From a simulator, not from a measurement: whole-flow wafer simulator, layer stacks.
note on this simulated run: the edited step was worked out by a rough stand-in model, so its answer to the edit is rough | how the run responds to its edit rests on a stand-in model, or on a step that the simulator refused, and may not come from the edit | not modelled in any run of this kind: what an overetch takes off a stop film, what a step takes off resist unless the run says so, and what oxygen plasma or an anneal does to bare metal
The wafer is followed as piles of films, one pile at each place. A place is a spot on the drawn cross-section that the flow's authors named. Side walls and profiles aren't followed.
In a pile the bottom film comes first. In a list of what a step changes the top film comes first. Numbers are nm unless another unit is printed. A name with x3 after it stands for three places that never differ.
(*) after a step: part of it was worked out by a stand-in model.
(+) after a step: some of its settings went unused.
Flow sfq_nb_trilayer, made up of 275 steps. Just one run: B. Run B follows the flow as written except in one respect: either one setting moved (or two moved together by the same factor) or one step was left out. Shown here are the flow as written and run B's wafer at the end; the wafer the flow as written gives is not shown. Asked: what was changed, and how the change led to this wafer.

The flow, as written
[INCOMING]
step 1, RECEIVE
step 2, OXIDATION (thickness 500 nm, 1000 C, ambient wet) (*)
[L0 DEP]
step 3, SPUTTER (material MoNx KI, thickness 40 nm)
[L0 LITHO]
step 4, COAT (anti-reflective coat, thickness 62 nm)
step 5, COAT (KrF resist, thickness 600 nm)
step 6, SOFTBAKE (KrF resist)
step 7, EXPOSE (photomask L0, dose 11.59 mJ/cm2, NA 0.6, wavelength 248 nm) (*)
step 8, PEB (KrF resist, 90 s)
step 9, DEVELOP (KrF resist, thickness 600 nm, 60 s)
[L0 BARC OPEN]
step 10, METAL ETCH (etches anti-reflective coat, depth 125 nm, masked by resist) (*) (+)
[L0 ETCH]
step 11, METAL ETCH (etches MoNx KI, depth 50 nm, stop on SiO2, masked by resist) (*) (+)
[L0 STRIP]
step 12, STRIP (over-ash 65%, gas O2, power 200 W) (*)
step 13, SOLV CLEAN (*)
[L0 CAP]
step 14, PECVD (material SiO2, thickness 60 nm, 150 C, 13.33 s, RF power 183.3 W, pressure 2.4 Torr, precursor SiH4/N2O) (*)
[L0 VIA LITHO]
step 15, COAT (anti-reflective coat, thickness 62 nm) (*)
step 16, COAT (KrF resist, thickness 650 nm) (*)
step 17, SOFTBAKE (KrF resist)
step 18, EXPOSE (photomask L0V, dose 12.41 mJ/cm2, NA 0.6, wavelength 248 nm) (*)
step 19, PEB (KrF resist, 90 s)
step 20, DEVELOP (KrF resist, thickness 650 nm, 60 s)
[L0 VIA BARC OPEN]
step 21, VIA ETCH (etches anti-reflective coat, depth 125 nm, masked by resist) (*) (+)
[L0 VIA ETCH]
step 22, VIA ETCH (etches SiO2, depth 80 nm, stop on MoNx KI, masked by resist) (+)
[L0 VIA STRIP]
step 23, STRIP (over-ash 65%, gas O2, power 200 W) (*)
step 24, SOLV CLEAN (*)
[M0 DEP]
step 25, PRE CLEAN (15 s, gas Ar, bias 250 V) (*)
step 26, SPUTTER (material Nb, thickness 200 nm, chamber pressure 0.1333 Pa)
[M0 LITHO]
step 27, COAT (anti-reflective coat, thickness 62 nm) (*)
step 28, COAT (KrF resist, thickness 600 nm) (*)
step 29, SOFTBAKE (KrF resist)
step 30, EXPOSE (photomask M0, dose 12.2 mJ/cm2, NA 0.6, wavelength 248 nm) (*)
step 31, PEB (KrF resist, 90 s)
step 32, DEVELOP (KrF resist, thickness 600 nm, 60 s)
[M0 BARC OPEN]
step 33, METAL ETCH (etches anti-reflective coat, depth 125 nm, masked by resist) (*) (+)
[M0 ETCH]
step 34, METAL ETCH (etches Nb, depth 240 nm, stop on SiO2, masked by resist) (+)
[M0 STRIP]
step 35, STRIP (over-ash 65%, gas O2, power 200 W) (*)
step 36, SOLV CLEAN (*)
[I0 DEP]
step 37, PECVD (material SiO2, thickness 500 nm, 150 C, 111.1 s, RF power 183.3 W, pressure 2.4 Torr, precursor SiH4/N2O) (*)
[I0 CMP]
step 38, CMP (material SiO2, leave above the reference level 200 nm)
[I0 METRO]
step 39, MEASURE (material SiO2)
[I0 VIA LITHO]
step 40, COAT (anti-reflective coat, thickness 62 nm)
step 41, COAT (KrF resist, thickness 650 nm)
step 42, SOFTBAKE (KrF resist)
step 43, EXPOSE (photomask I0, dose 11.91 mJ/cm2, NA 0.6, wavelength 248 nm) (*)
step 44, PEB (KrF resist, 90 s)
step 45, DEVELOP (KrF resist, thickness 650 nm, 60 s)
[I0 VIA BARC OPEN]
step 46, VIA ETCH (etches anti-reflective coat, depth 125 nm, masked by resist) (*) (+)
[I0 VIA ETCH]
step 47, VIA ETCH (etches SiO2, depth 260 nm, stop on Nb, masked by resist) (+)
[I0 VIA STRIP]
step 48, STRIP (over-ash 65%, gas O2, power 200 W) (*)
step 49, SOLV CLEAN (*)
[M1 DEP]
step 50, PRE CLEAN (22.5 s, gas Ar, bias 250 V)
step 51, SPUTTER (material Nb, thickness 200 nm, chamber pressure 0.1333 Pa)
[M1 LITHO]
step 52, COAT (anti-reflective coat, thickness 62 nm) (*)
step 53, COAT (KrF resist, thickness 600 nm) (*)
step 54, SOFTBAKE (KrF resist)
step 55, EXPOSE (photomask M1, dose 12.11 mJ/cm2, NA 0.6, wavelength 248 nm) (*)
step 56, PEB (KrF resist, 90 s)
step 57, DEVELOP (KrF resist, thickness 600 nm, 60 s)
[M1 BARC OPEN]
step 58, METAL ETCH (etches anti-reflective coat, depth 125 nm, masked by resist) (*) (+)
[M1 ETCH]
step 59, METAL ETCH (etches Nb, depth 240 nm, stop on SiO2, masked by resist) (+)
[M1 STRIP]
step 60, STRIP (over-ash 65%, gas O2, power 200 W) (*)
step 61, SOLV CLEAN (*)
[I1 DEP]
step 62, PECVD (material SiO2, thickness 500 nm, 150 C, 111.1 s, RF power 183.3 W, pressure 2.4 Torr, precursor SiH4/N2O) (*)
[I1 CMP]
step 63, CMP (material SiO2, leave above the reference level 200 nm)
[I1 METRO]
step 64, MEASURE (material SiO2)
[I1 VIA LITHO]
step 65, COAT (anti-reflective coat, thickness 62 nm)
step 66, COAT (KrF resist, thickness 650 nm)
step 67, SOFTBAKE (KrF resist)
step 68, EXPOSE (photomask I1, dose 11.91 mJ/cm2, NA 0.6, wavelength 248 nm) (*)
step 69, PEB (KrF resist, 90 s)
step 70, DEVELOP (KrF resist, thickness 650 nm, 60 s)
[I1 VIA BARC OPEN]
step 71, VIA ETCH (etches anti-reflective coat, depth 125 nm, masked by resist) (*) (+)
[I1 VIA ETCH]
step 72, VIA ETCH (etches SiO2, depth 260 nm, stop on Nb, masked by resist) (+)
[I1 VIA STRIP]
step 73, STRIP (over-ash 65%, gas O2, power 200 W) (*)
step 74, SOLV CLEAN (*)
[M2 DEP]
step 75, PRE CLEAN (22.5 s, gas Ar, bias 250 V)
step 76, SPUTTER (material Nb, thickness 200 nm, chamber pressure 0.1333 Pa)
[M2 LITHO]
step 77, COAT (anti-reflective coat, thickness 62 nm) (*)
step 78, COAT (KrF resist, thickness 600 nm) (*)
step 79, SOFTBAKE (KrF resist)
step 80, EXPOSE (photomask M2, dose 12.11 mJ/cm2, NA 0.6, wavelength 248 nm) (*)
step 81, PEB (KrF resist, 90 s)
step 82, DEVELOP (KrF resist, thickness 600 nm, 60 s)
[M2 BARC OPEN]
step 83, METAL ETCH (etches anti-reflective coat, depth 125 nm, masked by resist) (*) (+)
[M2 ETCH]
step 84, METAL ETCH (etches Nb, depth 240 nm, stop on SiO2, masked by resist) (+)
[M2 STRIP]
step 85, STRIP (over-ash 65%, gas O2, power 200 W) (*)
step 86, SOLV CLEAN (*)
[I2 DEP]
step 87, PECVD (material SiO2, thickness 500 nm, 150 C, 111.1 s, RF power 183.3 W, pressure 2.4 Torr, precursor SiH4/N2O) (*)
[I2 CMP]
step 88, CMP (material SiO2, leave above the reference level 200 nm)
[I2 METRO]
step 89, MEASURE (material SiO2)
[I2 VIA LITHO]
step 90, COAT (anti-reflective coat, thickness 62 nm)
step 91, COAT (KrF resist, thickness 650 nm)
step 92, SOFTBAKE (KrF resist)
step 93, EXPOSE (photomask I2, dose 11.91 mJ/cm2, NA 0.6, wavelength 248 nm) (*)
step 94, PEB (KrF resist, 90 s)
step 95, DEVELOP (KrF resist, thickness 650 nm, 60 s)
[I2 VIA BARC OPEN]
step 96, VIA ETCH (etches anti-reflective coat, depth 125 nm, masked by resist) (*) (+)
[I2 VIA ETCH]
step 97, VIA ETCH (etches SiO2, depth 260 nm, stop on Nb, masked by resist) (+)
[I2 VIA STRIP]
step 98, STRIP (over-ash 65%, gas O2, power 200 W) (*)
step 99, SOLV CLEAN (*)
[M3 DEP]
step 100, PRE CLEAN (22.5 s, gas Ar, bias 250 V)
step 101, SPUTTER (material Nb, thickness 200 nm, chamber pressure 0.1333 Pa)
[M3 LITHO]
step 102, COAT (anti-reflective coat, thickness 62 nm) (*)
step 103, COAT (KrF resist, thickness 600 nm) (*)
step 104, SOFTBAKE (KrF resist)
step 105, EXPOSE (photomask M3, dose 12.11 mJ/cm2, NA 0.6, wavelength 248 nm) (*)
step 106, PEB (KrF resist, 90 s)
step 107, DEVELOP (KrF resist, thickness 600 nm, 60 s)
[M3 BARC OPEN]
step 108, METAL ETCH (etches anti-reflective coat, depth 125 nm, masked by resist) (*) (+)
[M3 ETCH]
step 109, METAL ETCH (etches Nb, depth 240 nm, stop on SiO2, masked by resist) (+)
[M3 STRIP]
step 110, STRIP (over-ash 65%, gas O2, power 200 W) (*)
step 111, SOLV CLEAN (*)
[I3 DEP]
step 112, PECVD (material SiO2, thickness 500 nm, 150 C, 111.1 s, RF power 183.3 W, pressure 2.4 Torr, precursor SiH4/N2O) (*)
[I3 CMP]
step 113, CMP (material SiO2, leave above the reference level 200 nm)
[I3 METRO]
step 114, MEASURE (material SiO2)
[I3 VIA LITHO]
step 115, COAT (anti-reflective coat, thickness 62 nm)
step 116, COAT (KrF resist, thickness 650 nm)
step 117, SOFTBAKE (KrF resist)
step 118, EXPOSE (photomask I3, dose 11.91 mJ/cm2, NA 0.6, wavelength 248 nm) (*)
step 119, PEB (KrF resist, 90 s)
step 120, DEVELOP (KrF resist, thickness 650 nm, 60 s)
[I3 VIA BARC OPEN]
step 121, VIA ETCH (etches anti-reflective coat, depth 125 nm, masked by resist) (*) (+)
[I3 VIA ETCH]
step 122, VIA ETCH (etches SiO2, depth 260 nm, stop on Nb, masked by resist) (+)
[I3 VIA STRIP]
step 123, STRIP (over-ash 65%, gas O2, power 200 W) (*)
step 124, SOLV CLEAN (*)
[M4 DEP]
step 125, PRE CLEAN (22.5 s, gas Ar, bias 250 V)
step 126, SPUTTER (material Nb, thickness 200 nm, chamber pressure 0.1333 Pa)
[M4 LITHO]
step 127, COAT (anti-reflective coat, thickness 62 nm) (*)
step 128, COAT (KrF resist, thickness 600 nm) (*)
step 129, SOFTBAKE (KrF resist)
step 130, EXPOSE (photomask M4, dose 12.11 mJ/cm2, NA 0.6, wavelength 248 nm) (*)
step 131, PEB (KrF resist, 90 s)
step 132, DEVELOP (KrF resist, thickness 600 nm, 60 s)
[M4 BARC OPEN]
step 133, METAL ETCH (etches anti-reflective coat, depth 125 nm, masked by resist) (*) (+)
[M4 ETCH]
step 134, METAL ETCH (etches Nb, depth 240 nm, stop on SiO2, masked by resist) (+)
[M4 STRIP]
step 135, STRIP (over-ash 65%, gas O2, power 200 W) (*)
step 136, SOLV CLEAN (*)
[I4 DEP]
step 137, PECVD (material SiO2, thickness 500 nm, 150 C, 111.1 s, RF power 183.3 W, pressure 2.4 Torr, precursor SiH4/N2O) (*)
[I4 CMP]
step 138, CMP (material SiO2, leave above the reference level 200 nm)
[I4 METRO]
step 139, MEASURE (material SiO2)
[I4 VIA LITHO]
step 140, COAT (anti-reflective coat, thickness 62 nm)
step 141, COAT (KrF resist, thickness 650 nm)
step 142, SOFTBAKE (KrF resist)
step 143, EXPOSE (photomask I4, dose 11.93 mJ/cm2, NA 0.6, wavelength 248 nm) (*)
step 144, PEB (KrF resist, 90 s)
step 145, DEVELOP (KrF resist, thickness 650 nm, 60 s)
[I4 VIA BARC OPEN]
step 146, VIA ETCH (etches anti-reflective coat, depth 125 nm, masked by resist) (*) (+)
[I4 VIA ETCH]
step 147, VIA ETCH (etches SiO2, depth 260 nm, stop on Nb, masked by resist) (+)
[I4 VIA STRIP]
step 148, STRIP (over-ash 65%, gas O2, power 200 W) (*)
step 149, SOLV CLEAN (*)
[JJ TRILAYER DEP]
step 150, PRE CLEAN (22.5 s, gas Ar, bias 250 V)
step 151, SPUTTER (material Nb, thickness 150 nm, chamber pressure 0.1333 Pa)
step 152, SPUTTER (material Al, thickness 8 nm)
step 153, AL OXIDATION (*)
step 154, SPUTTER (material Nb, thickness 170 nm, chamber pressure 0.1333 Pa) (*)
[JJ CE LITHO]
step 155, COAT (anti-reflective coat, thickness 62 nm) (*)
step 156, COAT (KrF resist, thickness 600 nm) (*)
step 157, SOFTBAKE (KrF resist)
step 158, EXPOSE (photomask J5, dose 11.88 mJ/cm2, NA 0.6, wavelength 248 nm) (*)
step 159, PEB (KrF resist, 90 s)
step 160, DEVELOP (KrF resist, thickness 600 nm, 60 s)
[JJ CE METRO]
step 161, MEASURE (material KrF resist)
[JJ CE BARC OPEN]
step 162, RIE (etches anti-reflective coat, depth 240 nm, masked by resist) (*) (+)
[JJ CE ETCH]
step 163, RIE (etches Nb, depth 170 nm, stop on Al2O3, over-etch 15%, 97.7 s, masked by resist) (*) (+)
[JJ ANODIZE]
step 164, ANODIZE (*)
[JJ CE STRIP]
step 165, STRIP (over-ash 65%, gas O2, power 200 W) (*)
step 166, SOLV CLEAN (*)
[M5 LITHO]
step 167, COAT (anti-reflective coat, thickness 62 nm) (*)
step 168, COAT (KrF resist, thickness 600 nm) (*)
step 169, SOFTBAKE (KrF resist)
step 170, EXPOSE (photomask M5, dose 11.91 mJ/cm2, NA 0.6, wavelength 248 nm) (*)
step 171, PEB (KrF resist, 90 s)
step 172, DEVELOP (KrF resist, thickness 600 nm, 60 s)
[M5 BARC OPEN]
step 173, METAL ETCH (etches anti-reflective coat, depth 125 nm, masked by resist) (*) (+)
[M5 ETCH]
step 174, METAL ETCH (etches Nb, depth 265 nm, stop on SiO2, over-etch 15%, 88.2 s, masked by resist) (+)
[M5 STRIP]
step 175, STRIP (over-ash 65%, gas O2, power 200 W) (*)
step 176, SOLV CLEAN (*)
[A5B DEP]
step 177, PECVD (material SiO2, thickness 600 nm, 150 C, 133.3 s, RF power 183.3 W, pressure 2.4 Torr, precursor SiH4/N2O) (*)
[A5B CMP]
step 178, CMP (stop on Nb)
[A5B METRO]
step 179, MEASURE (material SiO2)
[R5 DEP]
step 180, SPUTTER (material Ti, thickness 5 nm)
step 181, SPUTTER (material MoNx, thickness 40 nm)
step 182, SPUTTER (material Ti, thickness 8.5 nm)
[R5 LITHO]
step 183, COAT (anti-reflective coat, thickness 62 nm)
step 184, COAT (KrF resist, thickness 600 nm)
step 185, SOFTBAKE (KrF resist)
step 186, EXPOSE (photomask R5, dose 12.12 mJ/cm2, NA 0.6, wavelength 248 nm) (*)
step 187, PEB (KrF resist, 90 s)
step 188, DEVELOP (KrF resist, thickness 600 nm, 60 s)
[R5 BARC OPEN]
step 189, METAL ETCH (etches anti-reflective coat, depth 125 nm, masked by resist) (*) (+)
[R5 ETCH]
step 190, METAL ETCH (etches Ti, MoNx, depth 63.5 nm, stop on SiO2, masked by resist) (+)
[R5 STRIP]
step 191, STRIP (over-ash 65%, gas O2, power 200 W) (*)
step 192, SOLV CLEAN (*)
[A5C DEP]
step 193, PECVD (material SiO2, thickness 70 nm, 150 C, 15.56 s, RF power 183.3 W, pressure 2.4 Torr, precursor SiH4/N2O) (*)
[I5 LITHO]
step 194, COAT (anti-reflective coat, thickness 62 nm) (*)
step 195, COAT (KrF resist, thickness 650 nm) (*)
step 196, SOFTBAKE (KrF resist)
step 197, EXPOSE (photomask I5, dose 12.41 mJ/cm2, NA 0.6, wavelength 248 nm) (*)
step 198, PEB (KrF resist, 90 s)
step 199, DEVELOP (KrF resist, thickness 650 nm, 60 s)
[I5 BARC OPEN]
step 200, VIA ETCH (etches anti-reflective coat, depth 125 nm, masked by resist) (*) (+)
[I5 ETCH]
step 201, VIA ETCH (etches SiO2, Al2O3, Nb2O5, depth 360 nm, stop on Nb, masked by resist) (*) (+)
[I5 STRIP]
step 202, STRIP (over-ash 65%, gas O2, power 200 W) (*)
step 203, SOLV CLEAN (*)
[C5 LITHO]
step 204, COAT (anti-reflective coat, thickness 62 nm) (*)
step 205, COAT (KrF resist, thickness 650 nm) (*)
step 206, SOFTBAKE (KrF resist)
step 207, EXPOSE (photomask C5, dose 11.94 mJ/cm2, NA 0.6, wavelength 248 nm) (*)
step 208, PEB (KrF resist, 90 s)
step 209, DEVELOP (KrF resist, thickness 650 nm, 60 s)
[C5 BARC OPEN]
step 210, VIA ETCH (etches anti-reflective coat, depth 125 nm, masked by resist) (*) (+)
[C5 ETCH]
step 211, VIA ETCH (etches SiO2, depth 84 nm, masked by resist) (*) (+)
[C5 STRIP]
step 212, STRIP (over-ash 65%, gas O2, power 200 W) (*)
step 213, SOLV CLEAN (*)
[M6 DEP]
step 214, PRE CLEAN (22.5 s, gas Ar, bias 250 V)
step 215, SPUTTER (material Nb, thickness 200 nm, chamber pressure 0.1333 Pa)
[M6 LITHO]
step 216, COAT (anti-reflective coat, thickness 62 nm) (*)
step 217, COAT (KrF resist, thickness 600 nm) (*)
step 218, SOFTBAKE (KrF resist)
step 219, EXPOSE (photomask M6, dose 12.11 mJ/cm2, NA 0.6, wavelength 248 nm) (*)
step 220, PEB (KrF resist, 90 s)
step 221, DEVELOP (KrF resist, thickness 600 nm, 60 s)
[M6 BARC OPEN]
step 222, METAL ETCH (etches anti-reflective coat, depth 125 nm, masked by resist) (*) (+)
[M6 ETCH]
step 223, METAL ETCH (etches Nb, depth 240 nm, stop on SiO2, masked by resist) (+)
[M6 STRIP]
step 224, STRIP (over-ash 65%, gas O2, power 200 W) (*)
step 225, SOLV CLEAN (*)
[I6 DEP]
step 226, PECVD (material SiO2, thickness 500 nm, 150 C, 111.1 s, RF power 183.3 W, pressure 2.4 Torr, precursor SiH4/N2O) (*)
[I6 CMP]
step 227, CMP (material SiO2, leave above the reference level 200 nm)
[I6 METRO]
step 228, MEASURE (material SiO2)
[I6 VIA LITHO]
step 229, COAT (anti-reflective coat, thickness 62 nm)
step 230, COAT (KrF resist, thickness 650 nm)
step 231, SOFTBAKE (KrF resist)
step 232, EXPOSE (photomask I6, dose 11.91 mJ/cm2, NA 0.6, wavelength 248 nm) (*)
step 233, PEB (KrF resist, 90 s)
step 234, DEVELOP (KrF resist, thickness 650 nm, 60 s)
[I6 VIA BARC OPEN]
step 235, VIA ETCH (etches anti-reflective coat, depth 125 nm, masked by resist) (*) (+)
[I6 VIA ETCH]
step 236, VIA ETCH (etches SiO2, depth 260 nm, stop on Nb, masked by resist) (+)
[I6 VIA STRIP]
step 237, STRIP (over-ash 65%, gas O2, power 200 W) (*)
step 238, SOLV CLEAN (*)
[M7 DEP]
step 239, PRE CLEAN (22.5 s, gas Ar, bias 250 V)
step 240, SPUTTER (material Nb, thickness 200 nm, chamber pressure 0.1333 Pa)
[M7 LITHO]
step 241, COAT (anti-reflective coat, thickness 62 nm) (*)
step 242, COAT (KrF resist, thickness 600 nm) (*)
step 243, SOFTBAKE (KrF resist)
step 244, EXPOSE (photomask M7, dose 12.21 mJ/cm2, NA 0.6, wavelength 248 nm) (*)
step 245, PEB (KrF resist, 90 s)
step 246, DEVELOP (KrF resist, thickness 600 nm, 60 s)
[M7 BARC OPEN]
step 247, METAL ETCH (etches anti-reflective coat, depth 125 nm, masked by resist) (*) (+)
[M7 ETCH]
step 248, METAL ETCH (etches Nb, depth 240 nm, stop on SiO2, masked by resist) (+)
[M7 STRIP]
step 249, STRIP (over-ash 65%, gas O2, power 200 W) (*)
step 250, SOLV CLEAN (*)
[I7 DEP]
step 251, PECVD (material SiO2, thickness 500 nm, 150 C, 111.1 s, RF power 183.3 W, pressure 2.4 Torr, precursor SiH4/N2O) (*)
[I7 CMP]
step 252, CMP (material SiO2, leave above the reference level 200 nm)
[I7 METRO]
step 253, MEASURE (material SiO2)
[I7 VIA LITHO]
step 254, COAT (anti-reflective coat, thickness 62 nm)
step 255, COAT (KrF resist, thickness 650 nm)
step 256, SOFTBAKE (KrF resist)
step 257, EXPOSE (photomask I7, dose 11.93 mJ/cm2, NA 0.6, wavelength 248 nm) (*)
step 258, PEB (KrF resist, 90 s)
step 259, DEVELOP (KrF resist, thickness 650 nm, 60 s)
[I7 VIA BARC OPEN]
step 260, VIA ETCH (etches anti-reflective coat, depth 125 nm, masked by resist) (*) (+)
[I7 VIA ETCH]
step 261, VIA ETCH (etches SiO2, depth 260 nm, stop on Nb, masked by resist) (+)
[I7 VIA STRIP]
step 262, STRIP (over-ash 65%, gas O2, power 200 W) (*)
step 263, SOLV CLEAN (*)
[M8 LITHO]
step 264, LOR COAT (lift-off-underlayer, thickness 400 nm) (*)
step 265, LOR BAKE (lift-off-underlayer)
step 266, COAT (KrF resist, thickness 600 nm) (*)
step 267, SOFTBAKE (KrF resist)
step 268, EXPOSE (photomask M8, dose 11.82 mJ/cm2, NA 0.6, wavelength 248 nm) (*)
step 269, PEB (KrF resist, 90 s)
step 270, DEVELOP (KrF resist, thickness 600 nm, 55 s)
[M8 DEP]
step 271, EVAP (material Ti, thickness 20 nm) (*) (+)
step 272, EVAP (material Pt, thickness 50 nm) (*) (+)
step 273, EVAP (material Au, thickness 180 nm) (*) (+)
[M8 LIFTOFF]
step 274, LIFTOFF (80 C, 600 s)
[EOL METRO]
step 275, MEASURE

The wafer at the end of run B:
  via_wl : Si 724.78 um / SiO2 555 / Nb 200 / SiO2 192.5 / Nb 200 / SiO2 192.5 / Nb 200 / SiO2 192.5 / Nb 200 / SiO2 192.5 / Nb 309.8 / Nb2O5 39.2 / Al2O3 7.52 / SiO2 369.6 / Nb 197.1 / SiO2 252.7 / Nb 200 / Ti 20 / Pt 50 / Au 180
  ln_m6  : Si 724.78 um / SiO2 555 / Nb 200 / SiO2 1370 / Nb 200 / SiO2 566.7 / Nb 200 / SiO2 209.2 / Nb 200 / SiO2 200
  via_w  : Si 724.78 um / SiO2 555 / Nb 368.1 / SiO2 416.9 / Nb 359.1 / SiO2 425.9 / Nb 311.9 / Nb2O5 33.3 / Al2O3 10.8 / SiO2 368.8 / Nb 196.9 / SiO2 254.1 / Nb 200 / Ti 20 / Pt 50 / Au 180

What caused this: step 177, PECVD: thickness 324 nm was run, whereas the flow has thickness 600 nm; step 177, PECVD: 72 s was run, where the flow has 133.3 s.

How this came from the change, step by step:
  step 177, PECVD (material SiO2, thickness 600 nm, 150 C, 133.3 s, RF power 183.3 W, pressure 2.4 Torr, precursor SiH4/N2O) (*)
      v_sur, via_sp, via_v and 47 more: +324 SiO2 (new film) (in the flow as written it would be: +600 SiO2 (new film))
      field_l, p4_fl, p4_fm and 39 more: +324 SiO2 (in the flow as written it would be: +600 SiO2)
      (also at 14 further places)
  step 178, CMP (stop on Nb)
      field_l, p4_fl, p4_fm and 39 more: nothing (in the flow as written it would be: -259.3 SiO2)
      r_sur, res, r_end, moat, field_r, lsp_l: nothing (in the flow as written it would be: -252.3 SiO2)
      (also at 58 further places)
  step 180, SPUTTER (material Ti, thickness 5 nm)
      via_wl, via_wr: +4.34 Ti (new film) (in the flow as written it would be: +5 Ti (new film))
  step 181, SPUTTER (material MoNx, thickness 40 nm)
      via_wl, via_wr: +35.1 MoNx (new film) (in the flow as written it would be: +40 MoNx (new film))
  step 182, SPUTTER (material Ti, thickness 8.5 nm)
      via_wl, via_wr: +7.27 Ti (new film) (in the flow as written it would be: +8.5 Ti (new film))
  step 183, COAT (anti-reflective coat, thickness 62 nm)
      via_sp, m5r_linepad_l, m5r_linepad_r: +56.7 anti-reflective coat (new film) (in the flow as written it would be: +62 anti-reflective coat (new film))
      wl_b_sr, wl_e_sl, wl_e_sr: +63.6 anti-reflective coat (new film) (in the flow as written it would be: +62 anti-reflective coat (new film))
      (also at 25 further places)
  step 184, COAT (KrF resist, thickness 600 nm)
      via_w: +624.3 KrF resist (new film) (in the flow as written it would be: +600 KrF resist (new film))
  step 188, DEVELOP (KrF resist, thickness 600 nm, 60 s)
      via_w: -623 KrF resist (all of it) (in the flow as written it would be: -598.7 KrF resist (all of it))
  step 189, METAL ETCH (etches anti-reflective coat, depth 125 nm, masked by resist) (*) (+)
      be_r, r_sur, res, r_end, r5r_line_l, r5r_line_c, r5r_line_r: -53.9 KrF resist (in the flow as written it would be: -51.7 KrF resist)
      via_sp, m5r_linepad_l, m5r_linepad_r: -56.7 anti-reflective coat (all of it) (in the flow as written it would be: -62 anti-reflective coat (all of it))
      (also at 26 further places)
  step 190, METAL ETCH (etches Ti, MoNx, depth 63.5 nm, stop on SiO2, masked by resist) (+)
      via_wl, via_wr: -7.27 Ti (all of it), -35.1 MoNx (all of it), -4.34 Ti (all of it) (in the flow as written it would be: -8.5 Ti (all of it), -40 MoNx (all of it), -5 Ti (all of it))
  step 191, STRIP (over-ash 65%, gas O2, power 200 W) (*)
      be_r: -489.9 KrF resist (all of it), -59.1 anti-reflective coat (all of it) (in the flow as written it would be: -498.2 KrF resist (all of it), -62 anti-reflective coat (all of it))
      r_sur: -498.8 KrF resist (all of it), -68.2 anti-reflective coat (all of it) (in the flow as written it would be: -498.2 KrF resist (all of it), -62 anti-reflective coat (all of it))
  step 194, COAT (anti-reflective coat, thickness 62 nm) (*)
      wl_b_sl, wl_b_sr, wl_e_sl, wl_e_sr: +63.6 anti-reflective coat (new film) (in the flow as written it would be: +62 anti-reflective coat (new film))
      wl_b_m5, wl_e_m5: +57.4 anti-reflective coat (new film) (in the flow as written it would be: +62 anti-reflective coat (new film))
      (also at 25 further places)
  step 195, COAT (KrF resist, thickness 650 nm) (*)
      via_w: +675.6 KrF resist (new film) (in the flow as written it would be: +650.6 KrF resist (new film))
  step 202, STRIP (over-ash 65%, gas O2, power 200 W) (*)
      wl_b_sr, wl_e_sl, wl_e_sr: -335.4 KrF resist (all of it), -63.6 anti-reflective coat (all of it) (in the flow as written it would be: -333 KrF resist (all of it), -62 anti-reflective coat (all of it))
      m5r_space_l, m5r_space_r: -337.9 KrF resist (all of it), -65.7 anti-reflective coat (all of it) (in the flow as written it would be: -333.1 KrF resist (all of it), -62 anti-reflective coat (all of it))
      (also at 26 further places)
  step 204, COAT (anti-reflective coat, thickness 62 nm) (*)
      wl_b_sl, wl_b_sr, wl_e_sl, wl_e_sr: +63.6 anti-reflective coat (new film) (in the flow as written it would be: +62 anti-reflective coat (new film))
      wl_b_m5, wl_e_m5: +57.4 anti-reflective coat (new film) (in the flow as written it would be: +62 anti-reflective coat (new film))
      (also at 26 further places)
  step 205, COAT (KrF resist, thickness 650 nm) (*)
      via_w: +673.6 KrF resist (new film) (in the flow as written it would be: +648.6 KrF resist (new film))
  ... 5 further steps ...
  step 227, CMP (material SiO2, leave above the reference level 200 nm)
      field_l, p4_fl, p4_fm and 35 more: -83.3 SiO2 (in the flow as written it would be: -100 SiO2)
      ln_m6, wl_a_m6, wl_c_m6, wl_f_m6: -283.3 SiO2 (in the flow as written it would be: -300 SiO2)
      (also at 14 further places)
